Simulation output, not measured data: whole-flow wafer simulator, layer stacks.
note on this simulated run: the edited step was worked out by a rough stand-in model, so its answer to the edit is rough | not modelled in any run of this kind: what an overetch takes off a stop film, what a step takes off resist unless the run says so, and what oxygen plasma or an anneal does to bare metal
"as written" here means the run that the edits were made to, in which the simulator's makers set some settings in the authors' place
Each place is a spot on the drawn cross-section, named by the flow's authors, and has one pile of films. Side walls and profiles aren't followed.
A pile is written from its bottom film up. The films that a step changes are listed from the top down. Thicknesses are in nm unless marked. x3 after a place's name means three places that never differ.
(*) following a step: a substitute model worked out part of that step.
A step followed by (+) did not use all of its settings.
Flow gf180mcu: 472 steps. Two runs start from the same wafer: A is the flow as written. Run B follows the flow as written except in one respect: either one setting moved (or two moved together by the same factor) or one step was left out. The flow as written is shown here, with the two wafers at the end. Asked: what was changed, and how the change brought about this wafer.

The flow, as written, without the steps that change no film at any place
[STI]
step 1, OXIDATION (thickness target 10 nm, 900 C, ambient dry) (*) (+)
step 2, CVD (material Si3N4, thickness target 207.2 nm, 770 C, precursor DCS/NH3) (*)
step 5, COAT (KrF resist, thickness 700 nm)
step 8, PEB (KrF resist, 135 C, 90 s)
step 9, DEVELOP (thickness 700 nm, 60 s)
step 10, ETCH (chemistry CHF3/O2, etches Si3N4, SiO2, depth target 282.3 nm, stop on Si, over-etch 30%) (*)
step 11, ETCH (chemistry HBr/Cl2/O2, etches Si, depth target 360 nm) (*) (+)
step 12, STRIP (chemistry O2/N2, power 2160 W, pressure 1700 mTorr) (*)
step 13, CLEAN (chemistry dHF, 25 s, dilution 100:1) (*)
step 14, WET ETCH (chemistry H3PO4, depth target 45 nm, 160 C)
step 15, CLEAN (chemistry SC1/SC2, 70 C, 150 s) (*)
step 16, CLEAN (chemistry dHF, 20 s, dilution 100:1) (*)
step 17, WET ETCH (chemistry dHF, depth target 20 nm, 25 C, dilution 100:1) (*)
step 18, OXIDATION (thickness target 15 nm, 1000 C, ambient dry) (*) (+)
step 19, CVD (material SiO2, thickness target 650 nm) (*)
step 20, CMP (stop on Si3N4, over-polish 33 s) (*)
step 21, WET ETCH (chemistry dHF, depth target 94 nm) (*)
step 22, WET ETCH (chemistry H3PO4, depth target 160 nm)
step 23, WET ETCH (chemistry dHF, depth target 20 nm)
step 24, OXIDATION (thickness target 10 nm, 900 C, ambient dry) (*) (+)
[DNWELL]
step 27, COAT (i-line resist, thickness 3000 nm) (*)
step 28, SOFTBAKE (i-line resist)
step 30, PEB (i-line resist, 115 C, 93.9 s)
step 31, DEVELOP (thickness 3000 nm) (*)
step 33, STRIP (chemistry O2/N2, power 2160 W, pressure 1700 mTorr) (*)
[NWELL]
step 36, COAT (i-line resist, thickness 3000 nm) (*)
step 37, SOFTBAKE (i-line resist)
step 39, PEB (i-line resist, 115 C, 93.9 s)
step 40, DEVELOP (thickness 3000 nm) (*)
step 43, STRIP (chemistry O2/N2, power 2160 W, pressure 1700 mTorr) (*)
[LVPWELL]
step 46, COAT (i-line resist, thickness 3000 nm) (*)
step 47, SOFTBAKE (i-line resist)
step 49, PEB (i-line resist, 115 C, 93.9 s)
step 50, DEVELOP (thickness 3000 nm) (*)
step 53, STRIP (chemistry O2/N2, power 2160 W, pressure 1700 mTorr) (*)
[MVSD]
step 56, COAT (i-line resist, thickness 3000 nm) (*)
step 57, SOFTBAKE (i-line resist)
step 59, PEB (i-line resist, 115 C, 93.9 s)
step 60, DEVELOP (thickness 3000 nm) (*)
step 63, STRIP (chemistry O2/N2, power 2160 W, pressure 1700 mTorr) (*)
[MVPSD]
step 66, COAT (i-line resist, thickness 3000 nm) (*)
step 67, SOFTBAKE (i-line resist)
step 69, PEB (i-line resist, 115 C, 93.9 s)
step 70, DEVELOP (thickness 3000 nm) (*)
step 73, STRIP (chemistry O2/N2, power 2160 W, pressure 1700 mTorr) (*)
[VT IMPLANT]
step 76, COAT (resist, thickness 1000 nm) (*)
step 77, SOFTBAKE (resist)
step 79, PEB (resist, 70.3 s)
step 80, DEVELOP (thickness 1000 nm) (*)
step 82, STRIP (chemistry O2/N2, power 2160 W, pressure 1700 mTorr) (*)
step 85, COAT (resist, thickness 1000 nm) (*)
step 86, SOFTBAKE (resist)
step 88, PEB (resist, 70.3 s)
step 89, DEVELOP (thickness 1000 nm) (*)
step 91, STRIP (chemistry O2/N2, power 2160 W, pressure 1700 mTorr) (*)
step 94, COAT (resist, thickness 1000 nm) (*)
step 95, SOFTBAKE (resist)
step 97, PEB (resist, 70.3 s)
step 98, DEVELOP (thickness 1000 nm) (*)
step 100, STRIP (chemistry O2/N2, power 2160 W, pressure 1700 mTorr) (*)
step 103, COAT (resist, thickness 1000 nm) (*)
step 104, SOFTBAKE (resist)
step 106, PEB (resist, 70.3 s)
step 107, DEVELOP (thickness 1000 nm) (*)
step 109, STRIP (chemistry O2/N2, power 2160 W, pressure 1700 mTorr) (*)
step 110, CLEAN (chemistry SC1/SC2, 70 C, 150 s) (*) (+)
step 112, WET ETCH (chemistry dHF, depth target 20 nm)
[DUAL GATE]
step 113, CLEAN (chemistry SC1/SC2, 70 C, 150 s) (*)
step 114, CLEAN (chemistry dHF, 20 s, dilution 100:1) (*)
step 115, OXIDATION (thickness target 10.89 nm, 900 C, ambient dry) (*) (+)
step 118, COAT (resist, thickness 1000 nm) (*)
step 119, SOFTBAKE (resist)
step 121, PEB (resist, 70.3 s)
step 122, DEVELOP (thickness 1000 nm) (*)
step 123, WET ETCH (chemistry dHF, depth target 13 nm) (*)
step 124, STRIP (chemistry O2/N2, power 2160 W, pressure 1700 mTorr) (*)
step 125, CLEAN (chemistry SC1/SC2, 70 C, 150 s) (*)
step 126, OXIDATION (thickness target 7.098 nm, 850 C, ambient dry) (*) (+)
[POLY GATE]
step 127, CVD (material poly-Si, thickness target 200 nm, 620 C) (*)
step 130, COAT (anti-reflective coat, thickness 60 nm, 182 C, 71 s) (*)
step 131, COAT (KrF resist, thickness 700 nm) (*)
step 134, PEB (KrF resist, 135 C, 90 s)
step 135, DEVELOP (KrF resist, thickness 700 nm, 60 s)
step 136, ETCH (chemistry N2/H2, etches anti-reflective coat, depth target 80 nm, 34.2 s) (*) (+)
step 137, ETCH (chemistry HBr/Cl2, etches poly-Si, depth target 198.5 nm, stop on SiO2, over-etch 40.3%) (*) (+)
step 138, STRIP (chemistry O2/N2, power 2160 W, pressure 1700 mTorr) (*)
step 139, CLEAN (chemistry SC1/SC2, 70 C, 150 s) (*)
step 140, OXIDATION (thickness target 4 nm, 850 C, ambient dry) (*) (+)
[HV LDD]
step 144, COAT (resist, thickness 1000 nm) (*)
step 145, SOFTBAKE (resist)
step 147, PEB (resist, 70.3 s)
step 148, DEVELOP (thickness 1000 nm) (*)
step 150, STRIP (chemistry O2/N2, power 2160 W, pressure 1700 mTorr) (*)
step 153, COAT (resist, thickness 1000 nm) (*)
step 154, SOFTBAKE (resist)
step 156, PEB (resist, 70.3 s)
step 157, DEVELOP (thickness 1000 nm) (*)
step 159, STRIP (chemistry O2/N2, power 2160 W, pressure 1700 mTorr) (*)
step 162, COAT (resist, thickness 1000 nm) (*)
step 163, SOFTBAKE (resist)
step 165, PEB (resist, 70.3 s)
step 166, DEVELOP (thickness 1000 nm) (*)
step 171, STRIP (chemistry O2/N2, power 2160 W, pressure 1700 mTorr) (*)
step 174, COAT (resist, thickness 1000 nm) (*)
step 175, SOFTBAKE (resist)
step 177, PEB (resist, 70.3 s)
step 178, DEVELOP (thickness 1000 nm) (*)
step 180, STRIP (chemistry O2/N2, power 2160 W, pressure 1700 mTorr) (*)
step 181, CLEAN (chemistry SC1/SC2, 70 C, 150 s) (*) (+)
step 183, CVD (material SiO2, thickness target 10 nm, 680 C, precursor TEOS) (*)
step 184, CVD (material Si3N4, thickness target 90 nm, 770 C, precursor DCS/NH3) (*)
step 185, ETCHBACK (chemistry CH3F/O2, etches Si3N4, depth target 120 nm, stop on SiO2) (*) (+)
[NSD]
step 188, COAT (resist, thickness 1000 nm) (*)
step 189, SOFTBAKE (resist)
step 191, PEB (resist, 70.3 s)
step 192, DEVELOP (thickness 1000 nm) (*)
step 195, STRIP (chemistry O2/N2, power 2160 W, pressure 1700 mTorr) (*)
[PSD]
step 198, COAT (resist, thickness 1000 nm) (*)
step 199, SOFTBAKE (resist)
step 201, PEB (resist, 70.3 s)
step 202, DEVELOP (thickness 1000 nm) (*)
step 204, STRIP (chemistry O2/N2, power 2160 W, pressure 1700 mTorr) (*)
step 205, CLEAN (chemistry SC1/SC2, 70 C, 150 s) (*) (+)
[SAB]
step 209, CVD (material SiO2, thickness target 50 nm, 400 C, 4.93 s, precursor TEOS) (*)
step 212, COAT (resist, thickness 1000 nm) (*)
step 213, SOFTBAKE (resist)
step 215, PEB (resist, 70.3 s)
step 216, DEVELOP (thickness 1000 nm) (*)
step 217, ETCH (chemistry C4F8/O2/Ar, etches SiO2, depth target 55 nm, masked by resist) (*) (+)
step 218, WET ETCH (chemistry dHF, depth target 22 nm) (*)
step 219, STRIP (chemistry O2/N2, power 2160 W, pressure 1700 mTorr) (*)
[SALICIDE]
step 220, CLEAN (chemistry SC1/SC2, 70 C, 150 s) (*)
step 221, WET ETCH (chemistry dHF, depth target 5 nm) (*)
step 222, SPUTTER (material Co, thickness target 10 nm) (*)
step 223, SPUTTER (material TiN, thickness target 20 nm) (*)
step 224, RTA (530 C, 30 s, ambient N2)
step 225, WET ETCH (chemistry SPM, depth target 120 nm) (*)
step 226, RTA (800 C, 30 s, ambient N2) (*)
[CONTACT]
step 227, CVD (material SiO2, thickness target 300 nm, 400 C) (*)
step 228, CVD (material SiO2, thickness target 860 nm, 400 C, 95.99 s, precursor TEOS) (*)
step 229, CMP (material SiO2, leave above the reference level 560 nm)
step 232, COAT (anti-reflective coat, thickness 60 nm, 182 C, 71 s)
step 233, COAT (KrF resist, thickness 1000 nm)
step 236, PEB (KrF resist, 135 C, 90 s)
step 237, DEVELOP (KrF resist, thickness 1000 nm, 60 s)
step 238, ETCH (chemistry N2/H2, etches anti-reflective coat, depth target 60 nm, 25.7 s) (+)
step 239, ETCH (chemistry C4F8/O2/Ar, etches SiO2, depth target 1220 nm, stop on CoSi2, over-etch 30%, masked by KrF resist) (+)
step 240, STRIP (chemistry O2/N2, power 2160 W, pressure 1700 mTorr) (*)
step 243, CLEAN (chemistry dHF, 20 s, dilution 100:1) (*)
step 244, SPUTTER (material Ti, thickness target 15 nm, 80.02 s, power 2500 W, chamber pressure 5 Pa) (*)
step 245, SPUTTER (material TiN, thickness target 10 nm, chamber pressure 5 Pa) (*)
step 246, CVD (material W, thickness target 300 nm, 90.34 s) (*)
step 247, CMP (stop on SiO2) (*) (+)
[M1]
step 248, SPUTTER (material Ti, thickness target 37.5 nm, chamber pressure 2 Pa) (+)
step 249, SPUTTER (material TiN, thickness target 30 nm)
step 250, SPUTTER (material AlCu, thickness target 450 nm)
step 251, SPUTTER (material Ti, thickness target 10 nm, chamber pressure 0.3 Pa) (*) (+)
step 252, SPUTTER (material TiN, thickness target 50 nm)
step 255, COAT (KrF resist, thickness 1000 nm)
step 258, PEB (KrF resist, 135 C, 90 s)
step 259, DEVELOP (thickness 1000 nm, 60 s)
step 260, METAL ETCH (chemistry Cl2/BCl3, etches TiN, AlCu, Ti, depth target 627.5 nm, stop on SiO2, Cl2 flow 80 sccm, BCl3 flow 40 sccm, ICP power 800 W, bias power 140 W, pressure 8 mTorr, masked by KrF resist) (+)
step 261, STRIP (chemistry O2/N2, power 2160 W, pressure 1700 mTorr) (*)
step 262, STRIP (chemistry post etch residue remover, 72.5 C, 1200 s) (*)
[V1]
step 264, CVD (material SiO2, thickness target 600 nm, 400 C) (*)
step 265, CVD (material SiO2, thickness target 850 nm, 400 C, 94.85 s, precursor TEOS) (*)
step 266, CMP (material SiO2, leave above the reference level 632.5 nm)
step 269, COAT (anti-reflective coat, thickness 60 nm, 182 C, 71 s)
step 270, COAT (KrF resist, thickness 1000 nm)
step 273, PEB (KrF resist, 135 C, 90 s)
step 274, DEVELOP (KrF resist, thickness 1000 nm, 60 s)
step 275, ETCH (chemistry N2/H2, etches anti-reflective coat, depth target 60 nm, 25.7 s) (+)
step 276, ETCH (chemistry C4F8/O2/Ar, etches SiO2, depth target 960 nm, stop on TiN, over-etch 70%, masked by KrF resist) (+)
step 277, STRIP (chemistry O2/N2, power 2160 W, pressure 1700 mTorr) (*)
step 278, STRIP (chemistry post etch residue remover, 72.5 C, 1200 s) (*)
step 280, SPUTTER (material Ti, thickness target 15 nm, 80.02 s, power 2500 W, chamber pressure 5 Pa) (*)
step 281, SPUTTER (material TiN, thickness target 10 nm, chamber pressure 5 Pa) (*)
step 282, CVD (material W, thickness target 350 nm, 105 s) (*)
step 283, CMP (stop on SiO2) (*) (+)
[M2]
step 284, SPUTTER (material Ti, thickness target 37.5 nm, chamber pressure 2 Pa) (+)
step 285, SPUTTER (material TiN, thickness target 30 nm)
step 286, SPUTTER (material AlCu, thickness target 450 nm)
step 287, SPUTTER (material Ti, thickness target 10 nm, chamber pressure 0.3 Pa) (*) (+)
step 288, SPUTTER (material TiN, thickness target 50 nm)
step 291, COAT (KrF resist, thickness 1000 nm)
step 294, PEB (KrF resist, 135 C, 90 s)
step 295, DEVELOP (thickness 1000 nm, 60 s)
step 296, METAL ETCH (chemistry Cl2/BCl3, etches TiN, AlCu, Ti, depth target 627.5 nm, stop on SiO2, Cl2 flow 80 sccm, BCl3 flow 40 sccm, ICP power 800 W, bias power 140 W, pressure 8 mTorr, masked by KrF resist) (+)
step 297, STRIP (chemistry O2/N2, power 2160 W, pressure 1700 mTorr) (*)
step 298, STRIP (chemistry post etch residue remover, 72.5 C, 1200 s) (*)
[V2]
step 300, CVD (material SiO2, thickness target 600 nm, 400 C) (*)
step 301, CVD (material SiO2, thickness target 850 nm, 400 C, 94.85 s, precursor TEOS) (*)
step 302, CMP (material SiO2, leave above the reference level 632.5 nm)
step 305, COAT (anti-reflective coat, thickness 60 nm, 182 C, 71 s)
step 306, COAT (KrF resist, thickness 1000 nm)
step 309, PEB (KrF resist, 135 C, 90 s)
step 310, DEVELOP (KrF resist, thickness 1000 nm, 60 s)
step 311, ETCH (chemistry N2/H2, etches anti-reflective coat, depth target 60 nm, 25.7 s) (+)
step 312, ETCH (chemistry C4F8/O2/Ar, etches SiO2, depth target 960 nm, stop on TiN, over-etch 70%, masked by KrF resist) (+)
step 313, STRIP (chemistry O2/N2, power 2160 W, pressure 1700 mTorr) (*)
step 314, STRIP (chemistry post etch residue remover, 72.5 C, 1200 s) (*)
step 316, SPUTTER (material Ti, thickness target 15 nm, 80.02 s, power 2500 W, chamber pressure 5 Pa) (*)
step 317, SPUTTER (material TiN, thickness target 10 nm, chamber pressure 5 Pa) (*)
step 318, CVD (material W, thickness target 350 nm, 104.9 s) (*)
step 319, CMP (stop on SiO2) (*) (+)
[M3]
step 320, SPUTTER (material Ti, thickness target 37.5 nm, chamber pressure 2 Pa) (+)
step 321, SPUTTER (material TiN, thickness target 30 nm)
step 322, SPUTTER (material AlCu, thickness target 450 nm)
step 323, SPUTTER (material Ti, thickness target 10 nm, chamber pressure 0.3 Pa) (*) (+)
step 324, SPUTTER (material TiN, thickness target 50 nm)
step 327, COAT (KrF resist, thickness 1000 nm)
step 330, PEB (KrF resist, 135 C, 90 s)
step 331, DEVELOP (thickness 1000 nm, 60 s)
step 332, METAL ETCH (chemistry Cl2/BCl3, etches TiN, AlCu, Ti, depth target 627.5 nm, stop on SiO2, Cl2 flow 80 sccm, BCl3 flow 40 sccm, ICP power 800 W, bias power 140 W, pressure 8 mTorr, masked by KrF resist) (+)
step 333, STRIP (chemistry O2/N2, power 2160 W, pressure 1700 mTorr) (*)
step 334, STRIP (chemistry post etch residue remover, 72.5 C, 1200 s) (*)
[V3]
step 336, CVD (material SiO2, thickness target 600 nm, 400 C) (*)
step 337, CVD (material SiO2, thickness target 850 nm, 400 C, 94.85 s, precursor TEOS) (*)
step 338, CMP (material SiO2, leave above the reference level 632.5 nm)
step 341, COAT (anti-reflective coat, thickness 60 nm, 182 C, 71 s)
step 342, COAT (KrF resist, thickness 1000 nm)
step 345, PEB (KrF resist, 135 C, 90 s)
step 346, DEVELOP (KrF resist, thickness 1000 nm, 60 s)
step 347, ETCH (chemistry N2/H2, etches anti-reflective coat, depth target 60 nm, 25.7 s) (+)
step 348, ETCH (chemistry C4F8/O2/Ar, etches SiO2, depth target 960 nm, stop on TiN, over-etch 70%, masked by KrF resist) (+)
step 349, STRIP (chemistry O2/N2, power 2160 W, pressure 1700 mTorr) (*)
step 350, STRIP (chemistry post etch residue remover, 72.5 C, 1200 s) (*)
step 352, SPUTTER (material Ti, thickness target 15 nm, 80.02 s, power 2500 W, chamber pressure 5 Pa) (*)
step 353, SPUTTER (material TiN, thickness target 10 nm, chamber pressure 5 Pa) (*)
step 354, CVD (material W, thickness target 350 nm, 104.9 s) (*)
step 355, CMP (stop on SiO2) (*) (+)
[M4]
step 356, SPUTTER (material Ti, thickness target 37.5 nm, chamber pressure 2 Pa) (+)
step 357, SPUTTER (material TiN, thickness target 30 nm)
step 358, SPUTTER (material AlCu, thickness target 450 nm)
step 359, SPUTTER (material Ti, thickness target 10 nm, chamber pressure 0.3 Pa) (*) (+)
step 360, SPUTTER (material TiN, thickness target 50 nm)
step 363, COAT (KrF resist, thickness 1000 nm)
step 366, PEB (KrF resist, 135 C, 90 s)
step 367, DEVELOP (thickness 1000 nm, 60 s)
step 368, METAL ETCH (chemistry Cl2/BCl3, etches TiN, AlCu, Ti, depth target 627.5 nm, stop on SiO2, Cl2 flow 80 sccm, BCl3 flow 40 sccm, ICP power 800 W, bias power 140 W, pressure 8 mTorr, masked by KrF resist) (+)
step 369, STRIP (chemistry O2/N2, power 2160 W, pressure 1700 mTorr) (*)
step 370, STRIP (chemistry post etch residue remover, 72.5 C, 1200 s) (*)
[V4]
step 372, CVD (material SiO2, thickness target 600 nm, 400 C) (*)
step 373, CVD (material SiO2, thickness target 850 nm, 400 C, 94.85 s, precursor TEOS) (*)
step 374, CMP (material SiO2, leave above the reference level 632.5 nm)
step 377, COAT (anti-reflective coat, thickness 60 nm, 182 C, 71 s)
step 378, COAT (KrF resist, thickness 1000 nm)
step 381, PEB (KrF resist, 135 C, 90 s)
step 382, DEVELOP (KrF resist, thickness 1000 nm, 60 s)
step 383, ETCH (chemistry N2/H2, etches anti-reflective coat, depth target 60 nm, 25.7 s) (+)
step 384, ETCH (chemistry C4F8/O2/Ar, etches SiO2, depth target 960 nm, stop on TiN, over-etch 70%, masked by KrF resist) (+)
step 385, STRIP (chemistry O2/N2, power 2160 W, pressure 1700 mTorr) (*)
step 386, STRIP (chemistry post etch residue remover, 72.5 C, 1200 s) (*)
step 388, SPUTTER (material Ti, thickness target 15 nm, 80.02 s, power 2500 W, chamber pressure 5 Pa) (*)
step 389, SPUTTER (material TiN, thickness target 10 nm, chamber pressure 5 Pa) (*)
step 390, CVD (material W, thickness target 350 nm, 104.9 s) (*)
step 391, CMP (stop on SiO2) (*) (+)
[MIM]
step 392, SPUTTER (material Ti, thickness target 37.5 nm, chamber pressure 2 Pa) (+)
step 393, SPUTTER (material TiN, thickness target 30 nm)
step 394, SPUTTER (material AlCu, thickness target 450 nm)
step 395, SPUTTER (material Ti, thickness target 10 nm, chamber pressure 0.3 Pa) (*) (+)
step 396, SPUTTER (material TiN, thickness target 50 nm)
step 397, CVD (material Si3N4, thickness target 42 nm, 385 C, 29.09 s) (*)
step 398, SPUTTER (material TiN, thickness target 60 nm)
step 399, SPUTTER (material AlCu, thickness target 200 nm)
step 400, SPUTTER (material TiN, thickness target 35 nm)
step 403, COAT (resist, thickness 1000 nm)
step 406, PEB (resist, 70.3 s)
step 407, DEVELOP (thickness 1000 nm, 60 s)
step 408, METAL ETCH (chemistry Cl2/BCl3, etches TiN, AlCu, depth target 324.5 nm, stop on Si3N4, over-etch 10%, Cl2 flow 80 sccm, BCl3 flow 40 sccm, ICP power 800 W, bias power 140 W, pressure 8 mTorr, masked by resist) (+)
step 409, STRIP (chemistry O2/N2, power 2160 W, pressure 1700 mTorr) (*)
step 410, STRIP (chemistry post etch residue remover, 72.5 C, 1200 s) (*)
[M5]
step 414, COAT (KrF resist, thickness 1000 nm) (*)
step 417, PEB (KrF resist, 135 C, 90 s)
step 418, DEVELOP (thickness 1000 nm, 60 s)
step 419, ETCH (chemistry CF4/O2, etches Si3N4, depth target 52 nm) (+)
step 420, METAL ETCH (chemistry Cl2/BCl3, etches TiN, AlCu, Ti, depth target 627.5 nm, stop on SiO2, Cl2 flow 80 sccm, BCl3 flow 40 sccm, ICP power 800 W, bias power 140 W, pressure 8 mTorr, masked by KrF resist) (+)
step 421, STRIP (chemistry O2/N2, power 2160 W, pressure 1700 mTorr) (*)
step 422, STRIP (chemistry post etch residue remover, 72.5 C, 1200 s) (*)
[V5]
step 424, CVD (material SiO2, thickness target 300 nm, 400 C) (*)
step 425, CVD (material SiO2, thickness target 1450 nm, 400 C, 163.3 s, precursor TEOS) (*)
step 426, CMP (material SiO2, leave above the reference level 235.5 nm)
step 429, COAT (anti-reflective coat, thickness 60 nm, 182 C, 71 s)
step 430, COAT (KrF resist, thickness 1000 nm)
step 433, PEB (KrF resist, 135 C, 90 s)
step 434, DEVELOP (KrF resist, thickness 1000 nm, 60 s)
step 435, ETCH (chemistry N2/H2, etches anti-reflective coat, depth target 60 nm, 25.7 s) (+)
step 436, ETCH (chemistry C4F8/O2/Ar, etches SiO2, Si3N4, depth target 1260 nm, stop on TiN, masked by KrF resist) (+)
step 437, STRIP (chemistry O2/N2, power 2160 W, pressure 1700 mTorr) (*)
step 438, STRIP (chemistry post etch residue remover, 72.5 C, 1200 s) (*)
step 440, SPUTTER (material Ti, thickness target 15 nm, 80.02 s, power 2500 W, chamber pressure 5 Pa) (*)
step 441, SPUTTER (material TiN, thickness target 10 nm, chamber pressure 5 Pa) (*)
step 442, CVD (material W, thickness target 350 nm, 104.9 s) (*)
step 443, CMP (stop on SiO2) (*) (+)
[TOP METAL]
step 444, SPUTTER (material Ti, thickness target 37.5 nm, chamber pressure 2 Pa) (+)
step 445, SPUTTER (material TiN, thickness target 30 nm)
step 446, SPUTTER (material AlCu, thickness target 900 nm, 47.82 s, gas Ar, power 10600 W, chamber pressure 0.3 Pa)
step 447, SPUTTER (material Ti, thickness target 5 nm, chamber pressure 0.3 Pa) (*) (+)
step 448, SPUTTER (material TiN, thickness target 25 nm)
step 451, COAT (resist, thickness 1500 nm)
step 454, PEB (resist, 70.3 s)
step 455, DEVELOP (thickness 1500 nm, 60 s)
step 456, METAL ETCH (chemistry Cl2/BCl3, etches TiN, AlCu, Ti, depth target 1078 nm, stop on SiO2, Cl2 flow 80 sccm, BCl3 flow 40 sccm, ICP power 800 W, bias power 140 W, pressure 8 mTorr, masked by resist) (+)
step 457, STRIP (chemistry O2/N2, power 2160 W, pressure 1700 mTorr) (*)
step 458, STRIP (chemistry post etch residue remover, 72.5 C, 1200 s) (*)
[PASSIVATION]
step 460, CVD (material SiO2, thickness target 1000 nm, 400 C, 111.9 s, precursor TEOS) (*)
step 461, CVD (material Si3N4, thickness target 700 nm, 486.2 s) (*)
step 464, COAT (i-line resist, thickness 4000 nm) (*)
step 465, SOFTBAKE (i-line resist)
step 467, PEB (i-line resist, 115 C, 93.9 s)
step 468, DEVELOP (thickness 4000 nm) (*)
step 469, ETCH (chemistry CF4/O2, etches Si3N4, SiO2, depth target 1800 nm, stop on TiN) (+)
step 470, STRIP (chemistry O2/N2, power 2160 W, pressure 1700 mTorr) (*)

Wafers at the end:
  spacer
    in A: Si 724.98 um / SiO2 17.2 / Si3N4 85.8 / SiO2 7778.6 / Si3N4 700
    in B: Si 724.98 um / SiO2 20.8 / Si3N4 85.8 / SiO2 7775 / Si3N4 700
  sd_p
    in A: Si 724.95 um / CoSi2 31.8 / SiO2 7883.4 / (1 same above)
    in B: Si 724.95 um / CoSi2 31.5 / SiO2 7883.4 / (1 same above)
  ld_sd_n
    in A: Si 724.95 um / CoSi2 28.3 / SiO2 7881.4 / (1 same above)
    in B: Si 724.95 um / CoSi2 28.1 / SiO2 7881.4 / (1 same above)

Cause: step 183, CVD: thickness target 13.6 nm was run, while the flow as written has thickness target 10 nm.

How this came from the change, step by step:
  step 183, CVD (material SiO2, thickness target 10 nm, 680 C, precursor TEOS) (*)
      field, field__w1, field__w2 and 99 more: A +10 SiO2 | B +13.6 SiO2
      ld_drift_p: A +9.87 SiO2 | B +13.4 SiO2
      (also at 1 further place)
  step 189, SOFTBAKE (resist)
      field__w9: A +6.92 resist | B -3.09 resist
  step 199, SOFTBAKE (resist)
      field__w9: A +6.92 resist | B -3.09 resist
  step 218, WET ETCH (chemistry dHF, depth target 22 nm) (*)
      gate, gate_hv, gate_p and 23 more: A -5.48 SiO2 (all of it) | B -9.08 SiO2 (all of it)
      active, p_well, sd_n, iso_ptap_pw, iso_ntap_nw, iso_ptap_sub, vpnp_e: A -9.01 SiO2 (all of it) | B -12.6 SiO2 (all of it)
      (also at 28 further places)
